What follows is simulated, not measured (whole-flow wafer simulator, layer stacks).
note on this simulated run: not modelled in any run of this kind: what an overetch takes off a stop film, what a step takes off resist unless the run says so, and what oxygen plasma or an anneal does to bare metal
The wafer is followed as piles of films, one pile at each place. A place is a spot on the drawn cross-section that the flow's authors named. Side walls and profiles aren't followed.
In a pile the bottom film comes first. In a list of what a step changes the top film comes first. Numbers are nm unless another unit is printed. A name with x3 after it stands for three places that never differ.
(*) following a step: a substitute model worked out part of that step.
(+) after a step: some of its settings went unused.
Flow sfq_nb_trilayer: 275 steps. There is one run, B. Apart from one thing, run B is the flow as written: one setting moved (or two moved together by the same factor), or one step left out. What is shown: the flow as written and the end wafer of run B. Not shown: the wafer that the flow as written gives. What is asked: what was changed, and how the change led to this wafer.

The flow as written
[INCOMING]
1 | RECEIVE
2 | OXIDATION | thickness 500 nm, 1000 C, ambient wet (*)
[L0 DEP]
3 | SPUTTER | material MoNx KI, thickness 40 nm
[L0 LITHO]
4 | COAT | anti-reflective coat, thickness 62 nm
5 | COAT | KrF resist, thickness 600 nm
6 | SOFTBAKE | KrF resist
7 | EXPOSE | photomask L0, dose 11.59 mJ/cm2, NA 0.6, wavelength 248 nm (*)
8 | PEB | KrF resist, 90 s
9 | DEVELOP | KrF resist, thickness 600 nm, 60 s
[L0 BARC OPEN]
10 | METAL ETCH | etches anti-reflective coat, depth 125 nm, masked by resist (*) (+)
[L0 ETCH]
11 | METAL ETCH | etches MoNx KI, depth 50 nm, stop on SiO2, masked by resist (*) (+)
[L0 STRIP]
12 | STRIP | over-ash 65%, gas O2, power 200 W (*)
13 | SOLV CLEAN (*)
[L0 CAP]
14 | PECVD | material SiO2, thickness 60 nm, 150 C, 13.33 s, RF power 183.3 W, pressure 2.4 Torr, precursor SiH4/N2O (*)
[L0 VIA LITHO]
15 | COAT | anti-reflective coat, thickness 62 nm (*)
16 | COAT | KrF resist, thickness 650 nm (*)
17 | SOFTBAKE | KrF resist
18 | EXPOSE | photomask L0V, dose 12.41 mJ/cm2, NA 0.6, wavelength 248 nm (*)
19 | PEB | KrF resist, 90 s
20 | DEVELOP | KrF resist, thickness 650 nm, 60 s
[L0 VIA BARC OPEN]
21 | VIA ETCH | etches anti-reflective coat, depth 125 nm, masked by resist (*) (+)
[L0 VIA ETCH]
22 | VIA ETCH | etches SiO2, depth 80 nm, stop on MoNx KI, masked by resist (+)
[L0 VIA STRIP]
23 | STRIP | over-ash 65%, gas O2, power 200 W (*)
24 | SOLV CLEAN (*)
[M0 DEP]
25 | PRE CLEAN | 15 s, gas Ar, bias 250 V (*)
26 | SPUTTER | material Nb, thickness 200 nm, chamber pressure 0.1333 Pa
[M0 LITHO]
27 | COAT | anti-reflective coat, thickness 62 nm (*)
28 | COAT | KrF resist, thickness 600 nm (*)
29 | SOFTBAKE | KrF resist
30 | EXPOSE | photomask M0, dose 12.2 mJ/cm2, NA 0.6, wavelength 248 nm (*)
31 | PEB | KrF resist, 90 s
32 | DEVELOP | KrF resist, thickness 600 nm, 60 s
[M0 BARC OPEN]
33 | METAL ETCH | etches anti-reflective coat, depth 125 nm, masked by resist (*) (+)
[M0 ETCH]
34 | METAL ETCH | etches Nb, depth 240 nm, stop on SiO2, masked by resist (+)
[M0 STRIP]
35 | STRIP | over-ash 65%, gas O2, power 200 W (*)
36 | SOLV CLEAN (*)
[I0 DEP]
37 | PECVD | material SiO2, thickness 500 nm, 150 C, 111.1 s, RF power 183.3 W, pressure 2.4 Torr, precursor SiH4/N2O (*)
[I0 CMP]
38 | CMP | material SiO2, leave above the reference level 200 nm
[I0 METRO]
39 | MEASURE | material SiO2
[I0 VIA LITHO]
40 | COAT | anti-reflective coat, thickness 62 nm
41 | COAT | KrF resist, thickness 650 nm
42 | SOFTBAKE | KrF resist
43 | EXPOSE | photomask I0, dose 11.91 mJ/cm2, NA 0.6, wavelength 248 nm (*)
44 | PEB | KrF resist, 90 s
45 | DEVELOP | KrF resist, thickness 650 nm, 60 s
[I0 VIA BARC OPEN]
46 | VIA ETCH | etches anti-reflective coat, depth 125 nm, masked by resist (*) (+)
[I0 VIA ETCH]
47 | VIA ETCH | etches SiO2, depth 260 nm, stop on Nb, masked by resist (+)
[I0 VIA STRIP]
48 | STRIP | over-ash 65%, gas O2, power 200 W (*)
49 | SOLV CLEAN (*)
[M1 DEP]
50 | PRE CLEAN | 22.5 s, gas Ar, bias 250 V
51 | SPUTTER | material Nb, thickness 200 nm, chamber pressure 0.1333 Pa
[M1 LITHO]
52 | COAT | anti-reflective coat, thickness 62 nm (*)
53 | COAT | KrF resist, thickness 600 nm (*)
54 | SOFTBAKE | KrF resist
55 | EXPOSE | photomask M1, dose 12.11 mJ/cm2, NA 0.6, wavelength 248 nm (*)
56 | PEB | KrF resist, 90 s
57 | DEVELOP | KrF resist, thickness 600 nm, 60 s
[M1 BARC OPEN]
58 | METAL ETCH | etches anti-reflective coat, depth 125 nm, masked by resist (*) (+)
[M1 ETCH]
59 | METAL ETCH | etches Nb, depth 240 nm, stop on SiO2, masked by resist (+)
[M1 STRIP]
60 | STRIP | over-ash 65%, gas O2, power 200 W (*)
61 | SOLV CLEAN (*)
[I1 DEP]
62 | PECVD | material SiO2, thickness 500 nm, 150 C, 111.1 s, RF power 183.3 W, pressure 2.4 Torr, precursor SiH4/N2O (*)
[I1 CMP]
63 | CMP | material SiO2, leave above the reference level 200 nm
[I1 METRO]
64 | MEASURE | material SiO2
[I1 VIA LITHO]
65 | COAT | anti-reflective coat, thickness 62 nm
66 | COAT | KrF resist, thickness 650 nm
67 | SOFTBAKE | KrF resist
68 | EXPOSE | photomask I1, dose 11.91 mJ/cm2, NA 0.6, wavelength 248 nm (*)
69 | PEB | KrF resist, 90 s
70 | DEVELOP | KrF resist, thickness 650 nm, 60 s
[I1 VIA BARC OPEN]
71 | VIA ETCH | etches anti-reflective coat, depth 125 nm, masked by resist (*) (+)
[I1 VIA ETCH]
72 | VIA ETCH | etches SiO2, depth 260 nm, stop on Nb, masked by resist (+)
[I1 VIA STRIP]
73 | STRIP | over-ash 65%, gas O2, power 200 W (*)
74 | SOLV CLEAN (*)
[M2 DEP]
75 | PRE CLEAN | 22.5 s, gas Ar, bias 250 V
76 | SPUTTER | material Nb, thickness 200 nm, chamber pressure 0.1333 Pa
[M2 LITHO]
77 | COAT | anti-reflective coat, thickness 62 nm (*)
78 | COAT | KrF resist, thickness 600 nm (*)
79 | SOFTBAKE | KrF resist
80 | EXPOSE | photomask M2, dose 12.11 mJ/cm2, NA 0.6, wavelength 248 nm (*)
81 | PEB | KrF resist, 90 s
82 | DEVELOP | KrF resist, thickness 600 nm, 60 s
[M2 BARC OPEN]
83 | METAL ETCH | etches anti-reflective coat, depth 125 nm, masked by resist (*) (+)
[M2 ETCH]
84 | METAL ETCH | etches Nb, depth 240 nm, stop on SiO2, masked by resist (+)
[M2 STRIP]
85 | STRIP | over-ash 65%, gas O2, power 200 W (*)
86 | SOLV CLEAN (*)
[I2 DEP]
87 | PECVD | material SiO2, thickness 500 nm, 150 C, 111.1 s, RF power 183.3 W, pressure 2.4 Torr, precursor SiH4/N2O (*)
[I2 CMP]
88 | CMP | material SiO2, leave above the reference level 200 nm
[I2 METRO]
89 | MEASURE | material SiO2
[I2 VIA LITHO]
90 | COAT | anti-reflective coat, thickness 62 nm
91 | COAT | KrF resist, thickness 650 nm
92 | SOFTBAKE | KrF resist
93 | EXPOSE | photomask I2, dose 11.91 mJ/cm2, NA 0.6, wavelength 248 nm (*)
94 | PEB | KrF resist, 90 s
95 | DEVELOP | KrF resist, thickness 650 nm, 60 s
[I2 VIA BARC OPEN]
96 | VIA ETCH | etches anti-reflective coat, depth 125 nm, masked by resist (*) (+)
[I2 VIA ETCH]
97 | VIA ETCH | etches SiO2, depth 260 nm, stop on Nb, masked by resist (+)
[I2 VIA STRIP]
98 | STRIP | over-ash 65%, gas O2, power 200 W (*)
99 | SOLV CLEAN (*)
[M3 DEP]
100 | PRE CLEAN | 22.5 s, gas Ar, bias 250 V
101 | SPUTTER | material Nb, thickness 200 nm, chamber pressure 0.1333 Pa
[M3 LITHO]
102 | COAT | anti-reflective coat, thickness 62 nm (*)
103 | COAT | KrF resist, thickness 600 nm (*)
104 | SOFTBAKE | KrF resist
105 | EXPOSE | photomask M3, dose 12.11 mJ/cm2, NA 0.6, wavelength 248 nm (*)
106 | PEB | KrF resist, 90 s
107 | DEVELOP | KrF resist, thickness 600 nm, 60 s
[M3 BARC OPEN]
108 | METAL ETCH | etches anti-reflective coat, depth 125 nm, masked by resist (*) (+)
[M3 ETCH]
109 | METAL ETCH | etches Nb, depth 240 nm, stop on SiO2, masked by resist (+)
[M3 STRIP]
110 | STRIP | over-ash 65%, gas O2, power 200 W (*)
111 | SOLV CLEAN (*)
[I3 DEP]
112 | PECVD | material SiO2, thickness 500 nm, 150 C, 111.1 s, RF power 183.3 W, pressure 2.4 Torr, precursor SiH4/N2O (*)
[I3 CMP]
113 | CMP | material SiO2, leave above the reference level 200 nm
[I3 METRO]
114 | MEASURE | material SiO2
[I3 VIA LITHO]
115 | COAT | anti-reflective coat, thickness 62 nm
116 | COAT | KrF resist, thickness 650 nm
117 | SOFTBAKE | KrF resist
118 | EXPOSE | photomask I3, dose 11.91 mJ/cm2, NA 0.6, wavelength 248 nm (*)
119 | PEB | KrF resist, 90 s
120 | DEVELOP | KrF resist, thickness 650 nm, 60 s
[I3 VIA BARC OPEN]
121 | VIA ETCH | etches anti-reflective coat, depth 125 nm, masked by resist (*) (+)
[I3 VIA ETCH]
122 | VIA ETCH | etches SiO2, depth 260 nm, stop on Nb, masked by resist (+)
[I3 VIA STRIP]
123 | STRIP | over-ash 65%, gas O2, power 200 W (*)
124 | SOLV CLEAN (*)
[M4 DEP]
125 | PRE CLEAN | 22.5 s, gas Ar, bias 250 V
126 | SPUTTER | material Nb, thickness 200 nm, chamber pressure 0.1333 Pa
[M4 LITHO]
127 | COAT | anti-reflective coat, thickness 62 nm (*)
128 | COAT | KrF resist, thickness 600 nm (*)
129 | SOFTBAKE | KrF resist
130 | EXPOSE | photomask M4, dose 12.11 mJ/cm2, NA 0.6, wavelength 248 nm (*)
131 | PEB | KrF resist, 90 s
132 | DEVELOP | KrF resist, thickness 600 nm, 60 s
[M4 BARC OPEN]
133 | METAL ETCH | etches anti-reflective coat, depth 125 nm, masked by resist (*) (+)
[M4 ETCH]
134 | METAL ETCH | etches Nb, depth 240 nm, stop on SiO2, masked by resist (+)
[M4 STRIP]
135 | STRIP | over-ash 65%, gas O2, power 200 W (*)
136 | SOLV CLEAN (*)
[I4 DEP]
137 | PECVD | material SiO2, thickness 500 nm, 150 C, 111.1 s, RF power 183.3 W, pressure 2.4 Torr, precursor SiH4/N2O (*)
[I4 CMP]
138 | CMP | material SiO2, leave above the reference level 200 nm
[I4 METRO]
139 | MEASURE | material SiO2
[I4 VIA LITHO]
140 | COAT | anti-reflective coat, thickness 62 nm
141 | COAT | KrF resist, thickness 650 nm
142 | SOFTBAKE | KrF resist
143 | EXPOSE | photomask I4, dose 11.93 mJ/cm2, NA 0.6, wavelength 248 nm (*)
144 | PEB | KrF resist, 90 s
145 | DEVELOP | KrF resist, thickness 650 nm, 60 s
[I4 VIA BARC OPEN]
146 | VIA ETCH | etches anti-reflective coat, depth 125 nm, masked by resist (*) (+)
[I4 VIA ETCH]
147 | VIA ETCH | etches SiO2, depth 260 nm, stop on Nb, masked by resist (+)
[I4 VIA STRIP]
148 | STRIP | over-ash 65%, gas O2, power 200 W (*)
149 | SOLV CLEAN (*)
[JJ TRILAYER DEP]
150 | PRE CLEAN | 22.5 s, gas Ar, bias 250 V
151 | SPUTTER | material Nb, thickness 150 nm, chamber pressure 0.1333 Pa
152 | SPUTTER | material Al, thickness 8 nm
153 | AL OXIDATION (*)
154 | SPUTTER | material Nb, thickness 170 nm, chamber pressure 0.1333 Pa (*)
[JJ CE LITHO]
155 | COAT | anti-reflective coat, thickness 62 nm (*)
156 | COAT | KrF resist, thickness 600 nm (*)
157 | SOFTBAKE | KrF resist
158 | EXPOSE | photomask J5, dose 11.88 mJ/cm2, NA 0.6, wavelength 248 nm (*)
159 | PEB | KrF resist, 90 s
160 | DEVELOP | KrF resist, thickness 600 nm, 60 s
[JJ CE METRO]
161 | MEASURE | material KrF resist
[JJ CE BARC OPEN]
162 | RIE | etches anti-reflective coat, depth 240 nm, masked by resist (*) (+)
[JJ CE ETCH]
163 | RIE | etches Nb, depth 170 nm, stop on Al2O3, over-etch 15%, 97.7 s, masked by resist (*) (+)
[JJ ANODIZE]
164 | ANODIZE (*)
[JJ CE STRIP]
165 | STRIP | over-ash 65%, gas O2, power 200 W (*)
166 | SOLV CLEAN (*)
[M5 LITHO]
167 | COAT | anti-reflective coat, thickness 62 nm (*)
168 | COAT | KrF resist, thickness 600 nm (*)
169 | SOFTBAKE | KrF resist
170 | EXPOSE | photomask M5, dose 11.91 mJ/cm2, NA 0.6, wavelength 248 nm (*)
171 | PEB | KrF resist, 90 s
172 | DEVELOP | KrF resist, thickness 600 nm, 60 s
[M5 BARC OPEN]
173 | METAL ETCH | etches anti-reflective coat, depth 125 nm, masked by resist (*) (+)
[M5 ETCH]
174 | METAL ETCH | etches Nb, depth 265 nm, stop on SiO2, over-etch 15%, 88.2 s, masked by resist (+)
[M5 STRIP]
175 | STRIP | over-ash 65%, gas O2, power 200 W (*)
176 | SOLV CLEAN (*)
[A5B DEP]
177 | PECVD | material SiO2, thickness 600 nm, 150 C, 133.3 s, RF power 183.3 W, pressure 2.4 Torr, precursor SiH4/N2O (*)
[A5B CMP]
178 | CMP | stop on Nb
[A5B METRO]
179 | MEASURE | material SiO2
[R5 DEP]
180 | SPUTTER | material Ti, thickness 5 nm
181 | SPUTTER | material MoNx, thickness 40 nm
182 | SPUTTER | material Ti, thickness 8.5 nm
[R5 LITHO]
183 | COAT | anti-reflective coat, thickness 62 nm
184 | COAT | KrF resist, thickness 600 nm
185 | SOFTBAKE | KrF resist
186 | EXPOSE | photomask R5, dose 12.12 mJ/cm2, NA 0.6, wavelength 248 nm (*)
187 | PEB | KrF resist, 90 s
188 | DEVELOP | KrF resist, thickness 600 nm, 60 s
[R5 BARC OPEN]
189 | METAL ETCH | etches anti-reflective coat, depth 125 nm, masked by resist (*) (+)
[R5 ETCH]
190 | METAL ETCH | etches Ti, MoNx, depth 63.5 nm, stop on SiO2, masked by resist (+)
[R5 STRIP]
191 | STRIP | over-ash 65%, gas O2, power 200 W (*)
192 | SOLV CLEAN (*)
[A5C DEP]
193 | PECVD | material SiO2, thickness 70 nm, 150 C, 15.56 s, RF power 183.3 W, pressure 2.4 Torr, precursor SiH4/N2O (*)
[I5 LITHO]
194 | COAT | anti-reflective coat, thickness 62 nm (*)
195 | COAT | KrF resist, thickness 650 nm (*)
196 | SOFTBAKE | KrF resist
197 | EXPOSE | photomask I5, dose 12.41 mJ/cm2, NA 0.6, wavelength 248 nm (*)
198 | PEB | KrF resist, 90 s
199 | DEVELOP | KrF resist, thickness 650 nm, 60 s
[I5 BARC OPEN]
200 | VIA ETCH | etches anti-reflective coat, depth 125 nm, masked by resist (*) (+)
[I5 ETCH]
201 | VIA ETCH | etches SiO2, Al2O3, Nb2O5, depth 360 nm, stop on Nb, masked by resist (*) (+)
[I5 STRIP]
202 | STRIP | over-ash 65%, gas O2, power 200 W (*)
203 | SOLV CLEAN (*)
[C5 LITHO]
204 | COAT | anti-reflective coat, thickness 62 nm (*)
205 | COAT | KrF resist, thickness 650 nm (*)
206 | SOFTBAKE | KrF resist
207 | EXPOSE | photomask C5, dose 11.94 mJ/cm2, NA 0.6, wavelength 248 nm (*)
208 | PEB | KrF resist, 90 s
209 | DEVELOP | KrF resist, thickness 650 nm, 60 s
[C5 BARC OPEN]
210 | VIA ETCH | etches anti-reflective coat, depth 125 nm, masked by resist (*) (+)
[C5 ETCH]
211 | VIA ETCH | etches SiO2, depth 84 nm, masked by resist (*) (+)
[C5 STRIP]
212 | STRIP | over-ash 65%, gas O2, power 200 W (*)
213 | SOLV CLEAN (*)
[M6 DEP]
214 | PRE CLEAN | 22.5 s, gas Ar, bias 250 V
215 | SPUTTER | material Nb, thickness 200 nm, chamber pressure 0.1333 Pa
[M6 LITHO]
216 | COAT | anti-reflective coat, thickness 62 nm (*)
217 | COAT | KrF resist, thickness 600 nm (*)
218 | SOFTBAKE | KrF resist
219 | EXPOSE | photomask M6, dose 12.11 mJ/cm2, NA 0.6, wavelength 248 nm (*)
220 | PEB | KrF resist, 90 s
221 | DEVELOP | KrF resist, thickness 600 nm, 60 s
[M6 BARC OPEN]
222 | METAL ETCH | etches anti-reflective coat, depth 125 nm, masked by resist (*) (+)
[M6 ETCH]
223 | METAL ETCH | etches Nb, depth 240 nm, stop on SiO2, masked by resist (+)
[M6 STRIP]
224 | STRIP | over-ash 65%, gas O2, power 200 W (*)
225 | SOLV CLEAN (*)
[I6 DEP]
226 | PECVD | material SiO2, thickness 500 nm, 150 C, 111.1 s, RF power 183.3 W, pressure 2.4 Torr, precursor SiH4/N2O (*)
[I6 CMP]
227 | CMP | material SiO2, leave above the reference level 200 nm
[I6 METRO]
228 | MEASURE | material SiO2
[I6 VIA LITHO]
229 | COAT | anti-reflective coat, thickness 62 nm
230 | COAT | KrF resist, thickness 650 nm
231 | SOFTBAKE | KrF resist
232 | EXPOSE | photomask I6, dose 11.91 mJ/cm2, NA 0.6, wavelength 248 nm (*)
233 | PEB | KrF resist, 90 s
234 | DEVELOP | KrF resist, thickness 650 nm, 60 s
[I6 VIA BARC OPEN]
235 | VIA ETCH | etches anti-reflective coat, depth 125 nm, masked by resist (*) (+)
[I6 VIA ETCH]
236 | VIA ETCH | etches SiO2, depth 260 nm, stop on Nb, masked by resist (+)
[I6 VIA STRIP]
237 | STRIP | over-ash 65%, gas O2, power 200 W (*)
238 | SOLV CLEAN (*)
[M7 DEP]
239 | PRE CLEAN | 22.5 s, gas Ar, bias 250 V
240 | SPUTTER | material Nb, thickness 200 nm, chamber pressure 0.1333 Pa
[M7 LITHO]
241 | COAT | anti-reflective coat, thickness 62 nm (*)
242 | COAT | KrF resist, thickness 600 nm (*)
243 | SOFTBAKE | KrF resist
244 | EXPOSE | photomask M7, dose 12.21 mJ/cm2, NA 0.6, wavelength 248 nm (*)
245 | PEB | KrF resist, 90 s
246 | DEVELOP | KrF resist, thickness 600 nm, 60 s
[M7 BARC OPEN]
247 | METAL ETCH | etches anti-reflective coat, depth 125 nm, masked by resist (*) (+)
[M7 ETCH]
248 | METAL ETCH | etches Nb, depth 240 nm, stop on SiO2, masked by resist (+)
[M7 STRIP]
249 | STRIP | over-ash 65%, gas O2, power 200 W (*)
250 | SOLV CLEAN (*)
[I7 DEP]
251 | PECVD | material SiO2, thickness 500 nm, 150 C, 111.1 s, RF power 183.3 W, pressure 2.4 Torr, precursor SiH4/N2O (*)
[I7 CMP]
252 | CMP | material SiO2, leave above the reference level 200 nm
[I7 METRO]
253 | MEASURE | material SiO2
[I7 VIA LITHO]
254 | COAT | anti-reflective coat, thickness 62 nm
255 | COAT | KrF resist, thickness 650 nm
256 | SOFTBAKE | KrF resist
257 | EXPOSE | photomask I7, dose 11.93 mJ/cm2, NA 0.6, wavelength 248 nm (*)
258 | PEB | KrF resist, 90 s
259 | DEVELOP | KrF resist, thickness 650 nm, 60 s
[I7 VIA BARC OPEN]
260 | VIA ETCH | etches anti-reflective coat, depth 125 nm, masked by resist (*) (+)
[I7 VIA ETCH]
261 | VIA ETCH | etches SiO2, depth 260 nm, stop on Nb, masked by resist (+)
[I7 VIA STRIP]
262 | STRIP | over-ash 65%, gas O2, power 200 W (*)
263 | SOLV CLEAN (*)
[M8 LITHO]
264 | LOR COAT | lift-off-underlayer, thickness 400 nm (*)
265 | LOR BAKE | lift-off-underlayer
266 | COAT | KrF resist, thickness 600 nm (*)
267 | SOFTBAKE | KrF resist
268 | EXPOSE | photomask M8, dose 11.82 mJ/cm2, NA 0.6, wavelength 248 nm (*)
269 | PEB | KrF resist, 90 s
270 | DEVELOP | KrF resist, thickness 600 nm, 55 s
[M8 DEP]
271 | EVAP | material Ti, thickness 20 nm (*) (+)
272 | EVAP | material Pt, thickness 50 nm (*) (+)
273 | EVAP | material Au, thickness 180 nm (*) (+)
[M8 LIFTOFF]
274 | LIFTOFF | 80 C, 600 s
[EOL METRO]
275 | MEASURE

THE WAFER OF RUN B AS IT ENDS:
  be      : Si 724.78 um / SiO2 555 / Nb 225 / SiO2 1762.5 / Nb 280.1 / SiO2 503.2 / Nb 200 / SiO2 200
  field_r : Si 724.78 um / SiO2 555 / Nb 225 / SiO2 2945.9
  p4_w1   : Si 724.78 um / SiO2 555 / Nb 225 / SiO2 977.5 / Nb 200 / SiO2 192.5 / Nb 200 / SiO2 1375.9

The reason: step 26, SPUTTER: thickness 225 nm was run, though the flow has thickness 200 nm.
The wafer itself shows it: be has Nb 225, and step 26 as written asks for 200 nm.

How this came from the change, step by step:
  26 | SPUTTER | material Nb, thickness 200 nm, chamber pressure 0.1333 Pa
      field_l, v_sur, via_wl and 102 more: +225 Nb (new film) (it would be, as written: +200 Nb (new film))
      l0v: +220.7 Nb (new film) (it would be, as written: +195.7 Nb (new film))
  34 | METAL ETCH | etches Nb, depth 240 nm, stop on SiO2, masked by resist (+)
      moat, m0r_space_l, m0r_space_r: -225 Nb (all of it) (it would be, as written: -200 Nb (all of it))
  37 | PECVD | material SiO2, thickness 500 nm, 150 C, 111.1 s, RF power 183.3 W, pressure 2.4 Torr, precursor SiH4/N2O (*)
      moat, m0r_space_l, m0r_space_r: +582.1 SiO2 (it would be, as written: +557.1 SiO2)
